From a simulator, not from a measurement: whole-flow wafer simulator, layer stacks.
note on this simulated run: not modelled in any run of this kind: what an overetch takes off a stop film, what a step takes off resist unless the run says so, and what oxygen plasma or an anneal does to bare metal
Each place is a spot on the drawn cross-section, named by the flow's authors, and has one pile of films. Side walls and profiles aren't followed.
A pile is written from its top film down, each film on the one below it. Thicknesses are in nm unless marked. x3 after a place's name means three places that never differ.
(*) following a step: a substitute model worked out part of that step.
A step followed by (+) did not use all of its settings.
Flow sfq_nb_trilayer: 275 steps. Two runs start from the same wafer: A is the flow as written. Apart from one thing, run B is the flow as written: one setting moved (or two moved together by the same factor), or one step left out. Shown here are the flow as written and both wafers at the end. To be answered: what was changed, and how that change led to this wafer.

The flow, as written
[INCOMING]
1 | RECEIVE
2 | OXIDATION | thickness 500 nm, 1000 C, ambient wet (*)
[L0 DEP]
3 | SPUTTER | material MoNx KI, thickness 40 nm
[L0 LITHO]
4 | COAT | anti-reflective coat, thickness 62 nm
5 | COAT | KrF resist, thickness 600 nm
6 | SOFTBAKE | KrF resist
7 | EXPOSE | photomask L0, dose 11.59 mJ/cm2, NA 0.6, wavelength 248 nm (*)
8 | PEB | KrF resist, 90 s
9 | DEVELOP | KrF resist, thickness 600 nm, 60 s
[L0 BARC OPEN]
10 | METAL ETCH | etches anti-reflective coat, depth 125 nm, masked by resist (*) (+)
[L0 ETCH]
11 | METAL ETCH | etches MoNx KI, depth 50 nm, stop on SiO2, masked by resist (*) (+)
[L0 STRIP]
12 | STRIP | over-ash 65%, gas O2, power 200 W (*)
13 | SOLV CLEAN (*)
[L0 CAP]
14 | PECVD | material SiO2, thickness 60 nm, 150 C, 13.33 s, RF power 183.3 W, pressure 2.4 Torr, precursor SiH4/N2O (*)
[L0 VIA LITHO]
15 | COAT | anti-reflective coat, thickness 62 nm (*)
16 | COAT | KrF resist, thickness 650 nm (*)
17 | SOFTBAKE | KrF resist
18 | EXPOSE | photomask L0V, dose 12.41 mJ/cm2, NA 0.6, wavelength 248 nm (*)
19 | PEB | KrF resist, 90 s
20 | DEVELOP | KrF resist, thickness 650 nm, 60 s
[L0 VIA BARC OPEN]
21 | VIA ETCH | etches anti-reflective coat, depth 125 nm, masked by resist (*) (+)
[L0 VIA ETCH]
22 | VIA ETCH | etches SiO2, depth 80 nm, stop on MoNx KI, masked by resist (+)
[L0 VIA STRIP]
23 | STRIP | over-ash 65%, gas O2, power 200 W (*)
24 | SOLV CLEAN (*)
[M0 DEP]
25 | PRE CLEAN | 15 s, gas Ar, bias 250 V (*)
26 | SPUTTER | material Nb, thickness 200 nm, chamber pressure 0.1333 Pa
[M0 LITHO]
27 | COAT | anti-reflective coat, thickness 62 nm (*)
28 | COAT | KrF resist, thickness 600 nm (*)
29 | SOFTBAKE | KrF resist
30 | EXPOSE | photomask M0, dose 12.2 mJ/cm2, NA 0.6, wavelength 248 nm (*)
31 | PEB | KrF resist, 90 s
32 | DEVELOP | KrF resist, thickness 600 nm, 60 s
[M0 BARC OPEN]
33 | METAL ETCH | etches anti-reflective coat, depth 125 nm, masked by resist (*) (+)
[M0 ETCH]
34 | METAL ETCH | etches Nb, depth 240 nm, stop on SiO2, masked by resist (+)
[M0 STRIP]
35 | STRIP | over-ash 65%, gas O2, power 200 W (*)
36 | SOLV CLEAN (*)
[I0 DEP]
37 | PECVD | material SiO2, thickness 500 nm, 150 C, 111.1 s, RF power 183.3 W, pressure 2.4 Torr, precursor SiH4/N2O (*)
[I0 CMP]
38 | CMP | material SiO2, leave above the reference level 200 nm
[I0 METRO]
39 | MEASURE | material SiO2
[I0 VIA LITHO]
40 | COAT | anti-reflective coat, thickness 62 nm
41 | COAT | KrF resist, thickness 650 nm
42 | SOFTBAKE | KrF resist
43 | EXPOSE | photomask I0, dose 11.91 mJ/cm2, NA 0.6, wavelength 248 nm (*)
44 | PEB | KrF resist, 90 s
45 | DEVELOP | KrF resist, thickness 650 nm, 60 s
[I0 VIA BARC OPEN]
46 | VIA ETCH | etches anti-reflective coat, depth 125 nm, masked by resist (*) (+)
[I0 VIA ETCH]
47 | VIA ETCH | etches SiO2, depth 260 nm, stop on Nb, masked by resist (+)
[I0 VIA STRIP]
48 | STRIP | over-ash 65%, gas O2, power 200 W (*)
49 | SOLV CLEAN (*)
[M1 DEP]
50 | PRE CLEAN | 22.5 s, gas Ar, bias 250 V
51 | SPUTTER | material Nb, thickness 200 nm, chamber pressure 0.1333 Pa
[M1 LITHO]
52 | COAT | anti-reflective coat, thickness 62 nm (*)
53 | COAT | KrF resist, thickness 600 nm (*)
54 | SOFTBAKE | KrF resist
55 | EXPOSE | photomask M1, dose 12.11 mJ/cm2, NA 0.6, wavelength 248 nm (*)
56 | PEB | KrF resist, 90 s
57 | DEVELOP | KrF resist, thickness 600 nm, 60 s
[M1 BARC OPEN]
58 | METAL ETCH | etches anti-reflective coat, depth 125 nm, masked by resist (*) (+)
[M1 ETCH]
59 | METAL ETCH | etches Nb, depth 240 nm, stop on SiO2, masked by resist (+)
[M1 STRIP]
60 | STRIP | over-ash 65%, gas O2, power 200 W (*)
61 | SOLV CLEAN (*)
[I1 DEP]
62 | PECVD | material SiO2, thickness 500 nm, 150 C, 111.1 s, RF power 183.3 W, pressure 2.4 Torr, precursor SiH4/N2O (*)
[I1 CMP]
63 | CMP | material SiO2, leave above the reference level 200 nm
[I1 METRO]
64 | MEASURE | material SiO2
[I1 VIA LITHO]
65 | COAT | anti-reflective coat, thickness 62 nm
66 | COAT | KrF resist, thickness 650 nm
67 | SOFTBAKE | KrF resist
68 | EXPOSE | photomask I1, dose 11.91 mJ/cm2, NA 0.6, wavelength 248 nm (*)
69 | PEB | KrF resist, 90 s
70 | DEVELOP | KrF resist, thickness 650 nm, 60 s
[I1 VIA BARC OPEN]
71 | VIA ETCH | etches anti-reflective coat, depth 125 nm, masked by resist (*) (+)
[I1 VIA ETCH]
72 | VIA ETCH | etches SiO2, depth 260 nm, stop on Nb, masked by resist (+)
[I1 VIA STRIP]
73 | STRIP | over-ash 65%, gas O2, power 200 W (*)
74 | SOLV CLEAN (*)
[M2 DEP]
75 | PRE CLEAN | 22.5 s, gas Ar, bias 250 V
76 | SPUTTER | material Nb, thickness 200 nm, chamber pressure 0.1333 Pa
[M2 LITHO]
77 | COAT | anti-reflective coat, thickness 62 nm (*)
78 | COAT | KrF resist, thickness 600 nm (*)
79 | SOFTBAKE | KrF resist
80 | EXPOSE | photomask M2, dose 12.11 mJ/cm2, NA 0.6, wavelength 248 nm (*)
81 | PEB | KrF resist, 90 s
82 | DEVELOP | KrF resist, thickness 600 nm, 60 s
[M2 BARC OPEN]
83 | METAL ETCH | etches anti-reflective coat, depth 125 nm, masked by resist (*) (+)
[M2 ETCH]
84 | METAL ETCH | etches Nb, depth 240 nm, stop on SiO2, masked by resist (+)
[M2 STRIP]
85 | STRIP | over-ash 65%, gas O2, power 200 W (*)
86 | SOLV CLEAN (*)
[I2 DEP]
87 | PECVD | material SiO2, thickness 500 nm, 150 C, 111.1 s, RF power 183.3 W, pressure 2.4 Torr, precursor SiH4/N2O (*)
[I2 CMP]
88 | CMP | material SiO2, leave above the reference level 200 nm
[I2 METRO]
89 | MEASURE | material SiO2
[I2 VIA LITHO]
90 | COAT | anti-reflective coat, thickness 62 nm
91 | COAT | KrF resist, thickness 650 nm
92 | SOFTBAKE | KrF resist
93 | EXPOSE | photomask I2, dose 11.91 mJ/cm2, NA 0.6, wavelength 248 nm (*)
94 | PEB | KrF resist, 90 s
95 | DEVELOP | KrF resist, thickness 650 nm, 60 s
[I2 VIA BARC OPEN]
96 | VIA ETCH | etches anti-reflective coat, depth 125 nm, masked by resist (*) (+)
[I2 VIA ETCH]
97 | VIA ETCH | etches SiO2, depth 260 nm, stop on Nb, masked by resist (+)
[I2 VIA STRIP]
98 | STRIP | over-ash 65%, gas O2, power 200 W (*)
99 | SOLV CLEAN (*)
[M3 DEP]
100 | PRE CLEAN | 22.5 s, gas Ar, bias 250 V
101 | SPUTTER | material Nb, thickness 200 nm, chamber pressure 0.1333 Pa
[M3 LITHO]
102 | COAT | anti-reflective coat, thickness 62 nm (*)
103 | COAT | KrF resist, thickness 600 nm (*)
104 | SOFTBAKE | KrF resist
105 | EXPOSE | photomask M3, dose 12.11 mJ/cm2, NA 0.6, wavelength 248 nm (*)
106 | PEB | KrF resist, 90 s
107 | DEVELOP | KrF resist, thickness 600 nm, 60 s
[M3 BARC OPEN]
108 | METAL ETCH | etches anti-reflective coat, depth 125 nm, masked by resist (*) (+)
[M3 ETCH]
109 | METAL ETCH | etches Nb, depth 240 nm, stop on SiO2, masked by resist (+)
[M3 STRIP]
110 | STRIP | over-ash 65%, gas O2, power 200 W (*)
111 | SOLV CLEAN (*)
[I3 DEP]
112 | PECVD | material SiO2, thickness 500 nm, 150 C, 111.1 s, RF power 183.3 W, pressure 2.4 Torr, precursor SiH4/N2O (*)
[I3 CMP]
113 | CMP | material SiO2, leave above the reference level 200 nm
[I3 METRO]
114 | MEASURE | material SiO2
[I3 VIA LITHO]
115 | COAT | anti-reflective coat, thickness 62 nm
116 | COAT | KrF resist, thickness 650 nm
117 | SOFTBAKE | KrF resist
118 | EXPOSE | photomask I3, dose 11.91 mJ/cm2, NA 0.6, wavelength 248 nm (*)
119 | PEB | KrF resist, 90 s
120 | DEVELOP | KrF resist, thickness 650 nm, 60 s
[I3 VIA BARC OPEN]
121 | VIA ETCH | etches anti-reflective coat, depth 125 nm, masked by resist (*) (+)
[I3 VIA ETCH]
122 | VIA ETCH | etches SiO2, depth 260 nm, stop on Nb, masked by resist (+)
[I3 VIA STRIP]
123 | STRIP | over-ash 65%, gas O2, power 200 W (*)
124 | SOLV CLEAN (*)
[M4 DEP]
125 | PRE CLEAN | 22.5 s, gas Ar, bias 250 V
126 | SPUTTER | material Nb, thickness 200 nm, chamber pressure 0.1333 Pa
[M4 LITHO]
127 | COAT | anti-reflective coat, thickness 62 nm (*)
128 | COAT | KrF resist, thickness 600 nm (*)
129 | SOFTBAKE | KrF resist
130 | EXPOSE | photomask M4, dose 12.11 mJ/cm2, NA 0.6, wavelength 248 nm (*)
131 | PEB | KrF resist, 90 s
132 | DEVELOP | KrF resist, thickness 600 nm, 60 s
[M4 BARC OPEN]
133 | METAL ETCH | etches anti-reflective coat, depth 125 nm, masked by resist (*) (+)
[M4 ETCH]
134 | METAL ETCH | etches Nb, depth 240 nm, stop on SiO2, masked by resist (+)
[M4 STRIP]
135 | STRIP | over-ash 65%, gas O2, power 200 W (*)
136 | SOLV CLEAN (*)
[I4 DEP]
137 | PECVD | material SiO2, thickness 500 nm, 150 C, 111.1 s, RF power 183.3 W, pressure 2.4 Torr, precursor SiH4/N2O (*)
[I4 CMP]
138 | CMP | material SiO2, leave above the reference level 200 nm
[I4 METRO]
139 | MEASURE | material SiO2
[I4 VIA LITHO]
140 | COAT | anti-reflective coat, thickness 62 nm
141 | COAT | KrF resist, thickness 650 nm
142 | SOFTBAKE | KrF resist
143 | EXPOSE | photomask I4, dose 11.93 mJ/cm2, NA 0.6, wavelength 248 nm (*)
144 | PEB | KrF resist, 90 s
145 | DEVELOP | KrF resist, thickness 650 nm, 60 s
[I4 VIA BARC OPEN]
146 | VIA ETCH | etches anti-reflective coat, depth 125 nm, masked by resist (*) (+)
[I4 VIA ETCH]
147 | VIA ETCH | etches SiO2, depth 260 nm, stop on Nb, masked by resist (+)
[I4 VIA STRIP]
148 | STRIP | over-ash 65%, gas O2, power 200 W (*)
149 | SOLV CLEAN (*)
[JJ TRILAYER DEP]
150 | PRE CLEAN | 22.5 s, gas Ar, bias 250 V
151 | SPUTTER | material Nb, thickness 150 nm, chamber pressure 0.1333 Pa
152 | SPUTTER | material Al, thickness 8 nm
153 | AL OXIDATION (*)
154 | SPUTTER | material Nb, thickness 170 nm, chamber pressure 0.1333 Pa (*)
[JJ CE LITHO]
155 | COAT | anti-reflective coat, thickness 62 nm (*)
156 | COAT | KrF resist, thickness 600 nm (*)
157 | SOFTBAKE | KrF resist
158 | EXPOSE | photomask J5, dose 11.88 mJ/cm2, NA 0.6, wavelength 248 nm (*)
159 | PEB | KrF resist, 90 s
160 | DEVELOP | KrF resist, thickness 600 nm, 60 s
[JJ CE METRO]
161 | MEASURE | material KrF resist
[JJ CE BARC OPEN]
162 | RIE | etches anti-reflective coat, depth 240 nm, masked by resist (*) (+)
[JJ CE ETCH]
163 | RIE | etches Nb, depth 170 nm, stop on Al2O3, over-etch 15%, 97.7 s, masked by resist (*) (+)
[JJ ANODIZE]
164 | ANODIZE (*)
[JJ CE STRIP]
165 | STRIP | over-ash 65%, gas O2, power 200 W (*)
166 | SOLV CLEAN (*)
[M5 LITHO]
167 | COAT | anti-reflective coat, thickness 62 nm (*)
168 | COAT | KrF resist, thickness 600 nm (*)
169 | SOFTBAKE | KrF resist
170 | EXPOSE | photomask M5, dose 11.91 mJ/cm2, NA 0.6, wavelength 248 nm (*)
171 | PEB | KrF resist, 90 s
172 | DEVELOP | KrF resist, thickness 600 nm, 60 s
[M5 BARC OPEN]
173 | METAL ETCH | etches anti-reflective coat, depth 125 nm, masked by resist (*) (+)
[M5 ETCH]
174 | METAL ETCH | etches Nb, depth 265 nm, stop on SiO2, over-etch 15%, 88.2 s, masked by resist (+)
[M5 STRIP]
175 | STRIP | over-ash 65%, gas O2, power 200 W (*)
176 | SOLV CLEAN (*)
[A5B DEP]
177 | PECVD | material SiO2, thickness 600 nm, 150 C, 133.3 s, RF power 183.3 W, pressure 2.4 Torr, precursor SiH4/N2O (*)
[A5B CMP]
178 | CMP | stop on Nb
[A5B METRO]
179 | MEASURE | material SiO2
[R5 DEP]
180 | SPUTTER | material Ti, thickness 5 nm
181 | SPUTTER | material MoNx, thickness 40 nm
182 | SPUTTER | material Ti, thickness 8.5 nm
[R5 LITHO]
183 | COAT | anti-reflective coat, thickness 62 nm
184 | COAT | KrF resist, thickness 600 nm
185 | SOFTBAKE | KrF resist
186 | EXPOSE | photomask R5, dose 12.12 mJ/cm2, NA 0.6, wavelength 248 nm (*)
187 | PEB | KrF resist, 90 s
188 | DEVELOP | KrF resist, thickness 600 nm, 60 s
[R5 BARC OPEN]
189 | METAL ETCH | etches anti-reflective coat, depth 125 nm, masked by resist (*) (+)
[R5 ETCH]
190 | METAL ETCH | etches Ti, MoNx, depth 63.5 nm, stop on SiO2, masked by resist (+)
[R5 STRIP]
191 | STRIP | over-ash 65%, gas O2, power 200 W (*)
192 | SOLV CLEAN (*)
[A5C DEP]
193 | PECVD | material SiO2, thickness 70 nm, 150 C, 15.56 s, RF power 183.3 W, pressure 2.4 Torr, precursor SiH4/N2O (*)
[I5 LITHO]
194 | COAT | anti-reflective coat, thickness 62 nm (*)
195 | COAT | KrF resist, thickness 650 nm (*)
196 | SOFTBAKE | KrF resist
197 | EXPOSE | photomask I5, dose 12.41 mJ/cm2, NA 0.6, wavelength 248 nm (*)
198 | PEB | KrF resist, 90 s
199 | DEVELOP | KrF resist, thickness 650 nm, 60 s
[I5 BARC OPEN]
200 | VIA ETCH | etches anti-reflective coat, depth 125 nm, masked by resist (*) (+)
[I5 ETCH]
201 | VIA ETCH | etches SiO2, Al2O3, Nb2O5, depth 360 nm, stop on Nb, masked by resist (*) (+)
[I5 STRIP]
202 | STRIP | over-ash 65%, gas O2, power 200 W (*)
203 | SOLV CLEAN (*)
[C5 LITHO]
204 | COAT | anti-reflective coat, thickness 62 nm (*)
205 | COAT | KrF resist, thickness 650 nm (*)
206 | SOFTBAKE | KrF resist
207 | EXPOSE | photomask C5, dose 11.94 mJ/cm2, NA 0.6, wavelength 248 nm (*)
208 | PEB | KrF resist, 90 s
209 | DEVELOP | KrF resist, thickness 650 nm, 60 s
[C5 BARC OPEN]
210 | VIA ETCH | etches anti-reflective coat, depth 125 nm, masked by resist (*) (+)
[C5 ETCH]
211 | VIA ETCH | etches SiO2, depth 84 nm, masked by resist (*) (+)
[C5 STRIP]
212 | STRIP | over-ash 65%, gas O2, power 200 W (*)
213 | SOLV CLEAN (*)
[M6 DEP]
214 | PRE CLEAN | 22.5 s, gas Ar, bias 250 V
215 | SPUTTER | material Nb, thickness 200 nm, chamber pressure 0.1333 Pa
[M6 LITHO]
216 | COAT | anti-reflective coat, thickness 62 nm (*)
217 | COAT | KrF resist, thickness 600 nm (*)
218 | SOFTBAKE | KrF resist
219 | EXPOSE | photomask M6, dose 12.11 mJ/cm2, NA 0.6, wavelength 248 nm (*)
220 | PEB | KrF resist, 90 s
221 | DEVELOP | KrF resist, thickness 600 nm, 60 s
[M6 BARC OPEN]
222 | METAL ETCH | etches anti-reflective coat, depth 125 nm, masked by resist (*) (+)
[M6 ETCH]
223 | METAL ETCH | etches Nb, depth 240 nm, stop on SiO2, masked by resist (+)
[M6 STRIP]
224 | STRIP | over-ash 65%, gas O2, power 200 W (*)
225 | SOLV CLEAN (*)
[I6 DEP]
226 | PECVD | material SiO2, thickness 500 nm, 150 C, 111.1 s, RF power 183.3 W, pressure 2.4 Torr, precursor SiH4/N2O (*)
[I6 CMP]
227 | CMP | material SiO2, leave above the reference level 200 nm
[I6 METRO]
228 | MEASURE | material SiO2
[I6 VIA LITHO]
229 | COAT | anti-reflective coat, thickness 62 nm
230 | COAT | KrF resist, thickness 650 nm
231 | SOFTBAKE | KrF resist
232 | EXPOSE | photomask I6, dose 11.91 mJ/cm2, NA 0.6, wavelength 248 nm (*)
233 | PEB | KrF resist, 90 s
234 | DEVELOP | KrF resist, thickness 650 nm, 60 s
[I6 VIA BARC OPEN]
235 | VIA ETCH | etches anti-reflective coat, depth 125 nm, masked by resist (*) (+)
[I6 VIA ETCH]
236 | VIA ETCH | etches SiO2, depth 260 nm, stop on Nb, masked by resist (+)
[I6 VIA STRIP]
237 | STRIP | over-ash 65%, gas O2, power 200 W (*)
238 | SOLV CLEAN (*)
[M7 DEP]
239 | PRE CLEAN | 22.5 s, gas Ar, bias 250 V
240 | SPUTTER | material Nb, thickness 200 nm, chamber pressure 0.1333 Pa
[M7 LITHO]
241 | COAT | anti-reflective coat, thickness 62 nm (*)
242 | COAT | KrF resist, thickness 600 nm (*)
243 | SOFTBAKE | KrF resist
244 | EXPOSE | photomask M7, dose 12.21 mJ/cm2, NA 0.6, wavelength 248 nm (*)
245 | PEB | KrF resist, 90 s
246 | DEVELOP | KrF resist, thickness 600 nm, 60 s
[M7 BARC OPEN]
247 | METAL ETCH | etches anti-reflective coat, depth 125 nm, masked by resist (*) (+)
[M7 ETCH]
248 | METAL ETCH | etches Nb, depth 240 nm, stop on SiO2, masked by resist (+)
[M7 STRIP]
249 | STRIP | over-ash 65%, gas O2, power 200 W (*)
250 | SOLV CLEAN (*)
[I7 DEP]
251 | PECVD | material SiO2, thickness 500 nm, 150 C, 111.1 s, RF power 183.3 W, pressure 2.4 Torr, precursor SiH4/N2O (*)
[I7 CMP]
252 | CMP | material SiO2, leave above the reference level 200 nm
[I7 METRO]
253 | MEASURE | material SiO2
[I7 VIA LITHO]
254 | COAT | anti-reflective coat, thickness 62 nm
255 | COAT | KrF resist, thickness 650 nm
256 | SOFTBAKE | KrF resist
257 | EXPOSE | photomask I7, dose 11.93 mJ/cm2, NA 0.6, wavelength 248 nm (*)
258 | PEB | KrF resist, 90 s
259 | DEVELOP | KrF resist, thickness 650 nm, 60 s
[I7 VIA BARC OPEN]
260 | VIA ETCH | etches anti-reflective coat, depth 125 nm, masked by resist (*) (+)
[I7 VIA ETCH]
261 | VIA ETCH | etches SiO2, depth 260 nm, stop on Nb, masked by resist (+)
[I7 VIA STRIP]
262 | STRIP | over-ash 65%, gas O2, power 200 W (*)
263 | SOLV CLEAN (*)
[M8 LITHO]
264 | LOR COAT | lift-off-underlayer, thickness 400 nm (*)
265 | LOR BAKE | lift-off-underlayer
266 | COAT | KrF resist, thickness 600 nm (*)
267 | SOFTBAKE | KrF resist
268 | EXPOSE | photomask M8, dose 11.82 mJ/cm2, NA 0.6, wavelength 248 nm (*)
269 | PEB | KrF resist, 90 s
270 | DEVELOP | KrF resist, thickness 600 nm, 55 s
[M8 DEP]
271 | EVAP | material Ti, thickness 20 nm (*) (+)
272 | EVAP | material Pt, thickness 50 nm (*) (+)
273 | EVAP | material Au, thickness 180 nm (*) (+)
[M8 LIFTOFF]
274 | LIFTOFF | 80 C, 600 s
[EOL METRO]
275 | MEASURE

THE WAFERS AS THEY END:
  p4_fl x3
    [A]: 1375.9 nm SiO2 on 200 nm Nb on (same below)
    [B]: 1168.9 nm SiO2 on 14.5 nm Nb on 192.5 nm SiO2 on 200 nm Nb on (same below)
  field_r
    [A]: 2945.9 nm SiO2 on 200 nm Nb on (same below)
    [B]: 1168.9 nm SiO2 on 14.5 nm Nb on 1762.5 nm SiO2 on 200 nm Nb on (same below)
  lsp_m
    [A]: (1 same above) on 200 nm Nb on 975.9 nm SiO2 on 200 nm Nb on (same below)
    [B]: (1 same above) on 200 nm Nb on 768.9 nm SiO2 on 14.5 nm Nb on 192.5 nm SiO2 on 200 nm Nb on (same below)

The reason: step 174, METAL ETCH: depth 145.5 nm was run, while the flow as written has depth 265 nm.

Step by step, how the change led to this:
  174 | METAL ETCH | etches Nb, depth 265 nm, stop on SiO2, over-etch 15%, 88.2 s, masked by resist (+)
      r_sur, res, r_end and 48 more: A -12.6 Al2O3 (all of it), -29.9 Nb2O5 (all of it), -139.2 Nb (all of it), -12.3 SiO2 | B -12.6 Al2O3 (all of it), -29.9 Nb2O5 (all of it), -124.7 Nb
      field_l, wl_a_sl: A -12.6 Al2O3 (all of it), -29.9 Nb2O5 (all of it), -139.2 Nb (all of it), -12.3 SiO2 | B -12.6 Al2O3 (all of it), -29.9 Nb2O5 (all of it), -124.8 Nb
      (also at 53 further places)
  175 | STRIP | over-ash 65%, gas O2, power 200 W (*)
      l0r_line_l, l0r_line_c, l0r_space_c and 27 more: A -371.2 KrF resist (all of it), -62 anti-reflective coat (all of it) | B -439.9 KrF resist (all of it), -62 anti-reflective coat (all of it)
      wl_j_sl, wl_j_sr: A -378 KrF resist (all of it), -83.3 anti-reflective coat (all of it) | B -446.7 KrF resist (all of it), -83.3 anti-reflective coat (all of it)
      (also at 21 further places)
  177 | PECVD | material SiO2, thickness 600 nm, 150 C, 133.3 s, RF power 183.3 W, pressure 2.4 Torr, precursor SiH4/N2O (*)
      field_l, p4_fl x3, p4_w1 x9 and 29 more: A +600 SiO2 | B +600 SiO2 (new film)
      r_sur, res, r_end, moat, field_r, lsp_l: A +592.9 SiO2 | B +593.9 SiO2 (new film)
      (also at 5 further places)
  178 | CMP | stop on Nb
      field_l, p4_fl x3, p4_w1 x9 and 29 more: A -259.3 SiO2 | B -286.1 SiO2
      r_sur, res, r_end, moat, field_r, lsp_l: A -252.3 SiO2 | B -280 SiO2
      (also at 5 further places)
If metal films that touch count as one body, p4_fl x3 has 3 bodies (between them, from the top down: SiO2 192.5; SiO2 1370); the flow as written gives 2 bodies (between them, from the top down: SiO2 1370).
If metal films that touch count as one body, field_r has 2 bodies (between them, from the top down: SiO2 1762.5); the flow as written gives 1 body.
If metal films that touch count as one body, lsp_m has 4 bodies (between them, from the top down: SiO2 768.9; SiO2 192.5; SiO2 1370); the flow as written gives 3 bodies (between them, from the top down: SiO2 975.9; SiO2 1370).
